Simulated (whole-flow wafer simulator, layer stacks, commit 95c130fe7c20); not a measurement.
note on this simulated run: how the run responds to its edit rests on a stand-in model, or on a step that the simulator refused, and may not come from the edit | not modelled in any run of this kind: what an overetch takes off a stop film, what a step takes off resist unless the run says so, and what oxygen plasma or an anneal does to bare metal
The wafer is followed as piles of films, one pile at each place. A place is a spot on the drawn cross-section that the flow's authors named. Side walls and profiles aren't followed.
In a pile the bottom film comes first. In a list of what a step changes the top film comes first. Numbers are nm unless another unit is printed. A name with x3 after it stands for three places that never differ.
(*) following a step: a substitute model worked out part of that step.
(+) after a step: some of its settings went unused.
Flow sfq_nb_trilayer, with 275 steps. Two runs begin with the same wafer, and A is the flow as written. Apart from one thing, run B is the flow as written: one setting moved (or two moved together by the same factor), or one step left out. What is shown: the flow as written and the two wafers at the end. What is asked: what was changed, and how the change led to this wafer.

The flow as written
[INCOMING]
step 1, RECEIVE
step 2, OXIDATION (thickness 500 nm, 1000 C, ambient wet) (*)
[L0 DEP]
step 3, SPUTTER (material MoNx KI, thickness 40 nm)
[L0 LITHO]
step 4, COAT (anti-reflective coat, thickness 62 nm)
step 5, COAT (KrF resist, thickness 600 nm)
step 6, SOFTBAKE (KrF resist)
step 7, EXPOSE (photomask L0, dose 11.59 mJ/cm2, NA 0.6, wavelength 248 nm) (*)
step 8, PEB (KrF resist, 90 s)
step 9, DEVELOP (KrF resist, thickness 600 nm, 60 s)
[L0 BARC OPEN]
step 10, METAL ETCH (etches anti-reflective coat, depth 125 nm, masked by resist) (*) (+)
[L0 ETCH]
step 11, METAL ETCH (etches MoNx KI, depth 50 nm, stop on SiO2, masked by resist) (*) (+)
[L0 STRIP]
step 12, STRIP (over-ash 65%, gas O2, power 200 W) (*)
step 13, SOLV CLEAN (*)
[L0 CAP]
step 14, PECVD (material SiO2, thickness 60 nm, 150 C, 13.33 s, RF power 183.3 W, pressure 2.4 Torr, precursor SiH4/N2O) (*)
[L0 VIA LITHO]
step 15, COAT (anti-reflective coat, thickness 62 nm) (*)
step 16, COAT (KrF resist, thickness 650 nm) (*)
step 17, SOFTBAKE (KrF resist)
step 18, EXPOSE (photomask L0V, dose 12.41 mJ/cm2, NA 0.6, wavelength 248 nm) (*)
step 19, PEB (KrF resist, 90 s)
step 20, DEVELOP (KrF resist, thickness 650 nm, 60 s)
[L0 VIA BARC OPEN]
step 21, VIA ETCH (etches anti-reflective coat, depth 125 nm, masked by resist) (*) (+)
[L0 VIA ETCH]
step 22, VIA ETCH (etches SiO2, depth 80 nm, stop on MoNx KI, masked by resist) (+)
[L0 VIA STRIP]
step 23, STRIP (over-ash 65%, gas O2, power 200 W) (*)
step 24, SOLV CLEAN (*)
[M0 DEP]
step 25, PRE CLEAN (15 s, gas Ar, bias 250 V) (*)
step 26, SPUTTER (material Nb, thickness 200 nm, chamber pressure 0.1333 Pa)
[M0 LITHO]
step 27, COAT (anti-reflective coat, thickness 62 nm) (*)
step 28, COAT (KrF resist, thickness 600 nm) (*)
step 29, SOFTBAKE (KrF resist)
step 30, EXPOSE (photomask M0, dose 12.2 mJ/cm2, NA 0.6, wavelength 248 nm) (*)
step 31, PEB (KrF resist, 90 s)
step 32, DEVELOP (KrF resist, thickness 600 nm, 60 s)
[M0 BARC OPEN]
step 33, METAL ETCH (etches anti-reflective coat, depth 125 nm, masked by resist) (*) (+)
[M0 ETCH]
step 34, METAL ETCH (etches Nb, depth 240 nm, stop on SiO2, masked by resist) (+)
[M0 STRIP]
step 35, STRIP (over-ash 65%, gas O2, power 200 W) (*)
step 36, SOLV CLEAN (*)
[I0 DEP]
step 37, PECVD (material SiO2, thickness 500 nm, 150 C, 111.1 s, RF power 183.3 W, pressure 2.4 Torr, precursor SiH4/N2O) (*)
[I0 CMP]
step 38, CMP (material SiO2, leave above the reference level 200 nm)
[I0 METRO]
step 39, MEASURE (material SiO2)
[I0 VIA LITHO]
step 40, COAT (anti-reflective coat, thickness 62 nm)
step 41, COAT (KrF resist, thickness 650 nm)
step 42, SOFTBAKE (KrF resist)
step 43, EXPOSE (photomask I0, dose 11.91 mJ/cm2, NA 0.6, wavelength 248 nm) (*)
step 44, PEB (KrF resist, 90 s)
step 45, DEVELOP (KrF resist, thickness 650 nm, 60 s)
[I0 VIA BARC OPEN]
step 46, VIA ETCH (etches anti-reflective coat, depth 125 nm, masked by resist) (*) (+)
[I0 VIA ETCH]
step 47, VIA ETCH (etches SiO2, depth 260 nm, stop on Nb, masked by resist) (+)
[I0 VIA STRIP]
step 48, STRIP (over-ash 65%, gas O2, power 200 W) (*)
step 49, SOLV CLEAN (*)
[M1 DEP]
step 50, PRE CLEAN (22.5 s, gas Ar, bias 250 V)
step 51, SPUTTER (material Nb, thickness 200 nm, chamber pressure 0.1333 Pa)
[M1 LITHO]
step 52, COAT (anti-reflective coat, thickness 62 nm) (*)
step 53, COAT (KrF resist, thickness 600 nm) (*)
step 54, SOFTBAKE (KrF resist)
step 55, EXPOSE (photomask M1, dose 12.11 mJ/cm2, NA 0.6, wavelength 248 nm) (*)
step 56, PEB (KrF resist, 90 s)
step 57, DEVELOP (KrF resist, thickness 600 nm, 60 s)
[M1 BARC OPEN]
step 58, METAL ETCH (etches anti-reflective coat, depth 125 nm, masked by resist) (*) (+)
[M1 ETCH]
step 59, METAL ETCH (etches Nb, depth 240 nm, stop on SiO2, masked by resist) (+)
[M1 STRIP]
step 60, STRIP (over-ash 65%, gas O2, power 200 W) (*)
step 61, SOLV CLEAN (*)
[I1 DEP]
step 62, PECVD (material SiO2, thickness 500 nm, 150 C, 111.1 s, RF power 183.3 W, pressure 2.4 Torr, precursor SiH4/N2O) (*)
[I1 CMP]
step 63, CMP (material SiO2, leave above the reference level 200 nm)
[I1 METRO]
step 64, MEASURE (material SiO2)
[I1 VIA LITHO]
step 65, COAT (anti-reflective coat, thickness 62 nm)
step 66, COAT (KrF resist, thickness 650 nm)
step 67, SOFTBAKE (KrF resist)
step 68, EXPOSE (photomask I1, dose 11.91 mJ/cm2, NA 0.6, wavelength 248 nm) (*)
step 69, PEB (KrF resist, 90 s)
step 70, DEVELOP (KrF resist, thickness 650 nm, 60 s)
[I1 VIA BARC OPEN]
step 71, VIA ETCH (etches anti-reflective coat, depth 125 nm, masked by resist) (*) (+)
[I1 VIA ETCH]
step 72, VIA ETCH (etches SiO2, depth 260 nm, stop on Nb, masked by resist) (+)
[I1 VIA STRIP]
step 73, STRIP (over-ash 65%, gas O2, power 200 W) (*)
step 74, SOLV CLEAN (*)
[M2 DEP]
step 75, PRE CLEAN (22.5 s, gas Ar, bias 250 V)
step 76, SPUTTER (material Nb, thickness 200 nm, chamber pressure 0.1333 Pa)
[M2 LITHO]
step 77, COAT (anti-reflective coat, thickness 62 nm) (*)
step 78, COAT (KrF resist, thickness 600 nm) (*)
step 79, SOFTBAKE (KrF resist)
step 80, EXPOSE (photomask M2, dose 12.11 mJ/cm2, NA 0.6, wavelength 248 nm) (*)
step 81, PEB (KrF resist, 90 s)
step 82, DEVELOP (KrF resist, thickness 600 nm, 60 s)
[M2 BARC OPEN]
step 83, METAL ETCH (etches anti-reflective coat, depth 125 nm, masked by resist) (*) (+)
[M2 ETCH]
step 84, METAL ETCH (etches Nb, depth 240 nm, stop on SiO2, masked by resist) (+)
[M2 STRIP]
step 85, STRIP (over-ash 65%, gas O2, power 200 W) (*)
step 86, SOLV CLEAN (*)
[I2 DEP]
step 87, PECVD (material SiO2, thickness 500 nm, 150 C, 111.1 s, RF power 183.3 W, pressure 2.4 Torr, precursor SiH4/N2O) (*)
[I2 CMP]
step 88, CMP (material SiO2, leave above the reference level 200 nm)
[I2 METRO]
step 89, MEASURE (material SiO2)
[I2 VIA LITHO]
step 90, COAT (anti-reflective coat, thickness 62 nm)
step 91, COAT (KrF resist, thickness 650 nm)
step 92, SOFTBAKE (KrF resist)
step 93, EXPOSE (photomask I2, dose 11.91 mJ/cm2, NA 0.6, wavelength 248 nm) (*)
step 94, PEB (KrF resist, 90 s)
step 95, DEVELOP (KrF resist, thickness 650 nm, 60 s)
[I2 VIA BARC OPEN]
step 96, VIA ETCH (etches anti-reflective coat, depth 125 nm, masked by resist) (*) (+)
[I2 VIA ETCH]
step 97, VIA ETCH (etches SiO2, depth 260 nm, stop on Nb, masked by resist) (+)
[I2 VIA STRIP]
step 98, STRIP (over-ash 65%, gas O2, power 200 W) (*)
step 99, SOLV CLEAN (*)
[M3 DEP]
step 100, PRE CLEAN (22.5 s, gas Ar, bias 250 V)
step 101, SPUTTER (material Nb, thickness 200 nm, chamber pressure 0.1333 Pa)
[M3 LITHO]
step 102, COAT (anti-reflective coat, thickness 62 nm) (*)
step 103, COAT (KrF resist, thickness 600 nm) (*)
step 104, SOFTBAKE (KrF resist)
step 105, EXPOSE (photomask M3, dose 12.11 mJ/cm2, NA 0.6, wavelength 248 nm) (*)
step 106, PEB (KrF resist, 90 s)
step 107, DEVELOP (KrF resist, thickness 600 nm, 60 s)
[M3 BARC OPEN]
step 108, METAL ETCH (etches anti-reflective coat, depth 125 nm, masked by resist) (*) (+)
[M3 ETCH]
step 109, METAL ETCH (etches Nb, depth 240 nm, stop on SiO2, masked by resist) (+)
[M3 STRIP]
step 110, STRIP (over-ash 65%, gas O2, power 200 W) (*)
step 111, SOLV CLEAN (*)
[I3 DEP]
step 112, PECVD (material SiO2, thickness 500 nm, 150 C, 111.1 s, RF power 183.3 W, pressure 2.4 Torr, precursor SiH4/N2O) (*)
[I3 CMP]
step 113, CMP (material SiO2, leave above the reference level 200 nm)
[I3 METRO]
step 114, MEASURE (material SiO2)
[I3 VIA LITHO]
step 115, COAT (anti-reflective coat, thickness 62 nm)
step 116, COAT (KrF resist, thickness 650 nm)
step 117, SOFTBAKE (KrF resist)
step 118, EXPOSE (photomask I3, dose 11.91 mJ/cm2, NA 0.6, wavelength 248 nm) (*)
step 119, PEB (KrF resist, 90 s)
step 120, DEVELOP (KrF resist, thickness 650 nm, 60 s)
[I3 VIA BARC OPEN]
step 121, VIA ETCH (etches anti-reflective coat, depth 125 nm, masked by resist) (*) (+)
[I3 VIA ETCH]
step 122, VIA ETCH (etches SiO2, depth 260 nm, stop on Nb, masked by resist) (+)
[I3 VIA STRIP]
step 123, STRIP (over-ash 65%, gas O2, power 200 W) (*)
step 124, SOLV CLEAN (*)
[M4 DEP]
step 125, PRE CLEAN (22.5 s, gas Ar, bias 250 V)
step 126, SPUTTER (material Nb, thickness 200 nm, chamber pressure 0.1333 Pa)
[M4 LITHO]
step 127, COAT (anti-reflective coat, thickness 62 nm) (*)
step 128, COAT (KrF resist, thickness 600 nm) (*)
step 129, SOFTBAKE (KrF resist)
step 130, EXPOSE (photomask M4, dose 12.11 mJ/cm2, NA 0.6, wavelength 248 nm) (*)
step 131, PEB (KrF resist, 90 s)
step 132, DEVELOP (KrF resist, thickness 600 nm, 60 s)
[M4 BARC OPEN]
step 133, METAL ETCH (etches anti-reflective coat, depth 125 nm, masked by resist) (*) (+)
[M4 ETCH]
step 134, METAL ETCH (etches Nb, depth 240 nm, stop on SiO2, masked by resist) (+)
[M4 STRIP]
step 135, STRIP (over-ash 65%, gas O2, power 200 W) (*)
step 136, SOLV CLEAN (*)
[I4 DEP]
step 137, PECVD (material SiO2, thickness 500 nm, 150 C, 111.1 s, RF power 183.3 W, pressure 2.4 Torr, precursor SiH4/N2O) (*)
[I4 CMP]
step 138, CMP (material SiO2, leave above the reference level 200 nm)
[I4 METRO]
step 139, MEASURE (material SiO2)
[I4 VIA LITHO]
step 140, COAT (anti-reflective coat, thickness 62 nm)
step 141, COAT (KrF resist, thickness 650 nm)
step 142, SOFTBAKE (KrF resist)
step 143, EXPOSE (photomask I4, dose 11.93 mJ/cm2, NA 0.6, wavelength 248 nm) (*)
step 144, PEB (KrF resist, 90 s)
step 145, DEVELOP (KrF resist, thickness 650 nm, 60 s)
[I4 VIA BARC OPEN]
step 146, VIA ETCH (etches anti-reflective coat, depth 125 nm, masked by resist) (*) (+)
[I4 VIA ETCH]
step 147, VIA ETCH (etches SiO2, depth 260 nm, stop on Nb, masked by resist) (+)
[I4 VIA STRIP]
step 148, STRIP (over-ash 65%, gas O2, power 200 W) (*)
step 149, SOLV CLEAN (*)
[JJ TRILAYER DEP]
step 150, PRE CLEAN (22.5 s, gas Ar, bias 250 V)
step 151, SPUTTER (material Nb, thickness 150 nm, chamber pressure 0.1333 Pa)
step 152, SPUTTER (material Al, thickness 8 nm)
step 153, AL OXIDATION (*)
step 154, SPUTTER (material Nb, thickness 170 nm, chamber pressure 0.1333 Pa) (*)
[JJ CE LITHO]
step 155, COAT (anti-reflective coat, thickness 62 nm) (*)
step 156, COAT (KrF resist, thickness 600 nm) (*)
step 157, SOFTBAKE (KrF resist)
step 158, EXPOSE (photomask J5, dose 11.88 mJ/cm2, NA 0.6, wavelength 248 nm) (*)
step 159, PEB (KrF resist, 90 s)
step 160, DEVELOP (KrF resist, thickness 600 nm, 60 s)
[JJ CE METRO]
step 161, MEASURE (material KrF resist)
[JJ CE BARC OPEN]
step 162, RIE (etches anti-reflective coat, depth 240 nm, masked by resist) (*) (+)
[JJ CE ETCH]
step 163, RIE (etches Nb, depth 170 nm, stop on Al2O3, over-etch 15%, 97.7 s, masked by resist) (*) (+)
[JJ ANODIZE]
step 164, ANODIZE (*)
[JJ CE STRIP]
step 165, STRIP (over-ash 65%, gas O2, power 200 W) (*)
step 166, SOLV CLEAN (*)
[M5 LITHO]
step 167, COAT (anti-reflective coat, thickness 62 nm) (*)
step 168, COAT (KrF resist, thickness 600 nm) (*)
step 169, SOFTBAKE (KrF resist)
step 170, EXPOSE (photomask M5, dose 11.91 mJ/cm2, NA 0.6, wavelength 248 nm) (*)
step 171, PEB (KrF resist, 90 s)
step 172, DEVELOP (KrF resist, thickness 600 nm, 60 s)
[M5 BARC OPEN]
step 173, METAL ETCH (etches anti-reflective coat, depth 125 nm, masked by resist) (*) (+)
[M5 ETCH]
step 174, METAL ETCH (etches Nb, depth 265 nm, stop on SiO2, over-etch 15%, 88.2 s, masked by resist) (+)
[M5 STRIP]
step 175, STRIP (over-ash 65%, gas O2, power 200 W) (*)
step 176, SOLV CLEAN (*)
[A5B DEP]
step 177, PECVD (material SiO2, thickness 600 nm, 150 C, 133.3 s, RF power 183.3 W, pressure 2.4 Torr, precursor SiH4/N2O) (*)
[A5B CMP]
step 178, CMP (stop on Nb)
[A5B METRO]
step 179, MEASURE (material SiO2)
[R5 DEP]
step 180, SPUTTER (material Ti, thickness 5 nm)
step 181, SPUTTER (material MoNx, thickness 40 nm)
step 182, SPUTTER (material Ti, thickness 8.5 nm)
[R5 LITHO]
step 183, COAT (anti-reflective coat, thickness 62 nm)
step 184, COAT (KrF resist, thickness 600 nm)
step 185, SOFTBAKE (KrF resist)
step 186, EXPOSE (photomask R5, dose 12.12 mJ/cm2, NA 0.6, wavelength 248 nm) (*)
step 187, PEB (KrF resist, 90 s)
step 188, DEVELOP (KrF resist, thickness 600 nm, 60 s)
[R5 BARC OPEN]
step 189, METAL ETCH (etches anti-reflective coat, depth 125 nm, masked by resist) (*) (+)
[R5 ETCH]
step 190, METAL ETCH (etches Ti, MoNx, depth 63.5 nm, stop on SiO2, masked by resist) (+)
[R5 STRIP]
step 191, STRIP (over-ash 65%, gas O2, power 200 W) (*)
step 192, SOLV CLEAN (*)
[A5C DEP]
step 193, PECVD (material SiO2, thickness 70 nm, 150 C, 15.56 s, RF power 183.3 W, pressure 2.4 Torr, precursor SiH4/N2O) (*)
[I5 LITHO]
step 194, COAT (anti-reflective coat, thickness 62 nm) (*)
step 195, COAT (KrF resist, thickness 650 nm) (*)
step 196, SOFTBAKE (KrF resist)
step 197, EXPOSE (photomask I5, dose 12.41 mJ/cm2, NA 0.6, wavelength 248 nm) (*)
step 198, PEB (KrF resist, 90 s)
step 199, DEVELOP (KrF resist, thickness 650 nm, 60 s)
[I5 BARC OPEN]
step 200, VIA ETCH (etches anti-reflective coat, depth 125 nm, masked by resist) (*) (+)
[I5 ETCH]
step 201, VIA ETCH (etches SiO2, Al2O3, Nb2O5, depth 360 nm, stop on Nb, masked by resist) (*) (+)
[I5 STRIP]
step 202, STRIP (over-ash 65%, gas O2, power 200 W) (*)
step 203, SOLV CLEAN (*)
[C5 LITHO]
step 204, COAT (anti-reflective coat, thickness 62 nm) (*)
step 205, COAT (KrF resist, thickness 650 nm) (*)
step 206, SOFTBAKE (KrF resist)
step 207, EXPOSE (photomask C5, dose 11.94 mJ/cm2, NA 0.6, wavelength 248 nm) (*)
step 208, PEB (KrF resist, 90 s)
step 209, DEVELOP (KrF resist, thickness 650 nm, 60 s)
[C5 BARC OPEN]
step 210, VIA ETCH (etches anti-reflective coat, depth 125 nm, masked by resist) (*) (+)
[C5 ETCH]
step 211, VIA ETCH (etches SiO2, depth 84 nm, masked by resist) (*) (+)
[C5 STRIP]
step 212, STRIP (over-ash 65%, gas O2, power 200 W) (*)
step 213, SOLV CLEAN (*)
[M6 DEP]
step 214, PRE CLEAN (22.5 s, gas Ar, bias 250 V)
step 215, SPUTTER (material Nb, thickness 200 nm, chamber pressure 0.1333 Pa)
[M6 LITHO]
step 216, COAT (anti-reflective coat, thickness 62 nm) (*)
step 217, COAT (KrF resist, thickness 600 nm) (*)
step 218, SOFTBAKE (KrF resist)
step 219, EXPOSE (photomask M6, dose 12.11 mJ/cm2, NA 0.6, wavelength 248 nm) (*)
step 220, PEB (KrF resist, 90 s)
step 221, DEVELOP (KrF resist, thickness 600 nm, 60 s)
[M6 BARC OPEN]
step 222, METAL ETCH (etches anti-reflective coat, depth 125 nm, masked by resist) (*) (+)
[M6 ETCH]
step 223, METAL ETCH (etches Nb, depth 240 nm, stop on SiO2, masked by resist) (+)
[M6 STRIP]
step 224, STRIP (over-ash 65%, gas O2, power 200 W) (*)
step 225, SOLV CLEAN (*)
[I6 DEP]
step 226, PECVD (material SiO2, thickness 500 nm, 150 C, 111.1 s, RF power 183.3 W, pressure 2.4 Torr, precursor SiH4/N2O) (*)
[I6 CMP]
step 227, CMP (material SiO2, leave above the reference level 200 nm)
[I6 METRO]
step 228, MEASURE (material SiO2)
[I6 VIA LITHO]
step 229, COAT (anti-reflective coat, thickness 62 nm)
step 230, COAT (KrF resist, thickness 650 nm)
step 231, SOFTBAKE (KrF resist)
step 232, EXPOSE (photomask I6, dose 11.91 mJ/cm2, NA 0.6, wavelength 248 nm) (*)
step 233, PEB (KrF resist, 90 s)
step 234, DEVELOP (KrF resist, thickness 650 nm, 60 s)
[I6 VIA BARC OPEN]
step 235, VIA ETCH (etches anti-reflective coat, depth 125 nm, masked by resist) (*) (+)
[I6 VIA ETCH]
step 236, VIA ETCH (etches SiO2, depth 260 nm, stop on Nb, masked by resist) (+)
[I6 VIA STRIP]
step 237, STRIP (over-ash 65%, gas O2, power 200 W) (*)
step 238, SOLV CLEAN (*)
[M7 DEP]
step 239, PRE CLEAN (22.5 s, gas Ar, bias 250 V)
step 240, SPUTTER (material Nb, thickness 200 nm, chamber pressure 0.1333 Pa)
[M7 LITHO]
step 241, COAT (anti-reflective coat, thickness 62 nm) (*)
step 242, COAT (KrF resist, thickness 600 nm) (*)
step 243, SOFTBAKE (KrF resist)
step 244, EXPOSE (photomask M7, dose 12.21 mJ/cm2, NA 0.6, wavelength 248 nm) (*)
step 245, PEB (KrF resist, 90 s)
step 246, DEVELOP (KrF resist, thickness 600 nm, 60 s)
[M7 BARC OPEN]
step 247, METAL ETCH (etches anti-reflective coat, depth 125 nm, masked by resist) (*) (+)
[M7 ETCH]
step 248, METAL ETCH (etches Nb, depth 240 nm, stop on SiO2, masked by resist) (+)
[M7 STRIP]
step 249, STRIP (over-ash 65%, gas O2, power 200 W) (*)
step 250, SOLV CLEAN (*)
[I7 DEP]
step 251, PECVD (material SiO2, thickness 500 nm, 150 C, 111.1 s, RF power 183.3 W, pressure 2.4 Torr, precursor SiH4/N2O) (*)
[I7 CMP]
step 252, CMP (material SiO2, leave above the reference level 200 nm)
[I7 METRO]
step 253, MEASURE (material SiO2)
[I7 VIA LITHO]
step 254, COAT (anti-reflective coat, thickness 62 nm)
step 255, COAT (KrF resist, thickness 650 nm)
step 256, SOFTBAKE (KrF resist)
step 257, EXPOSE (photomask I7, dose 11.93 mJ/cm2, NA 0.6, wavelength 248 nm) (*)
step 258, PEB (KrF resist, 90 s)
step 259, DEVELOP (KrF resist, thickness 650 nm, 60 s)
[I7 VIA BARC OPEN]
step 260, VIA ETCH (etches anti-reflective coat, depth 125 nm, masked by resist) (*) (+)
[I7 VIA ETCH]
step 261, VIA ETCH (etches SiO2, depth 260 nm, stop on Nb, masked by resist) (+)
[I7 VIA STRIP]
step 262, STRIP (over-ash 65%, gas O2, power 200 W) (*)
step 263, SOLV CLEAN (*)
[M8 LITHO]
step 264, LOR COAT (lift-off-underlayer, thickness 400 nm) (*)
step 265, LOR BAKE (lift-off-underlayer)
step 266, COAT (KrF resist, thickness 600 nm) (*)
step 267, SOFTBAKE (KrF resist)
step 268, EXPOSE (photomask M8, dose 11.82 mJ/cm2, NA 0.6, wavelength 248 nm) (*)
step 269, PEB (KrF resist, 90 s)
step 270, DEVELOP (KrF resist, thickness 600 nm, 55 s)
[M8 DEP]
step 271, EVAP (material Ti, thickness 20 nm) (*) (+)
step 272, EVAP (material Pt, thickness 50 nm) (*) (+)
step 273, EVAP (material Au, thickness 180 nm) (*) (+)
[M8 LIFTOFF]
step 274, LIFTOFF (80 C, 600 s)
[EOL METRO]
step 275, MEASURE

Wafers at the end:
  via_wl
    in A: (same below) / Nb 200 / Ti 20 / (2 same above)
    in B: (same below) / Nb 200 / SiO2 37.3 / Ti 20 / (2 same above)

The reason: step 261, VIA ETCH: depth 162.5 nm was run, whereas the flow has depth 260 nm.

How this came from the change, step by step:
  step 261, VIA ETCH (etches SiO2, depth 260 nm, stop on Nb, masked by resist) (+)
      via_wl, via_w, via_wr: A -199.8 SiO2 (all of it) | B -162.5 SiO2
      field_l, v_sur, via_sp and 100 more: A -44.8 KrF resist | B -28 KrF resist
  step 262, STRIP (over-ash 65%, gas O2, power 200 W) (*)
      field_l, v_sur, via_sp and 100 more: A -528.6 KrF resist (all of it), -62 anti-reflective coat (all of it) | B -545.4 KrF resist (all of it), -62 anti-reflective coat (all of it)
  step 264, LOR COAT (lift-off-underlayer, thickness 400 nm) (*)
      via_wl, via_wr: A +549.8 lift-off-underlayer (new film) | B +521.8 lift-off-underlayer (new film)
      via_w: A +536.4 lift-off-underlayer (new film) | B +510.9 lift-off-underlayer (new film)
  step 270, DEVELOP (KrF resist, thickness 600 nm, 55 s)
      via_wl: A -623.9 KrF resist (all of it), -549.8 lift-off-underlayer (all of it) | B -619.2 KrF resist (all of it), -521.8 lift-off-underlayer (all of it)
      via_w: A -635.4 KrF resist (all of it), -536.4 lift-off-underlayer (all of it) | B -628.6 KrF resist (all of it), -510.9 lift-off-underlayer (all of it)
      (and at 1 other place as well)
Taking metal films that touch as one body, via_wl has 8 bodies (between them, from the top down: SiO2 37.3; SiO2 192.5; SiO2 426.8 / Al2O3 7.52 / Nb2O5 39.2; SiO2 192.5; SiO2 192.5; SiO2 192.5; SiO2 192.5); the flow as written gives 7 bodies (between them, from the top down: SiO2 192.5; SiO2 426.8 / Al2O3 7.52 / Nb2O5 39.2; SiO2 192.5; SiO2 192.5; SiO2 192.5; SiO2 192.5).
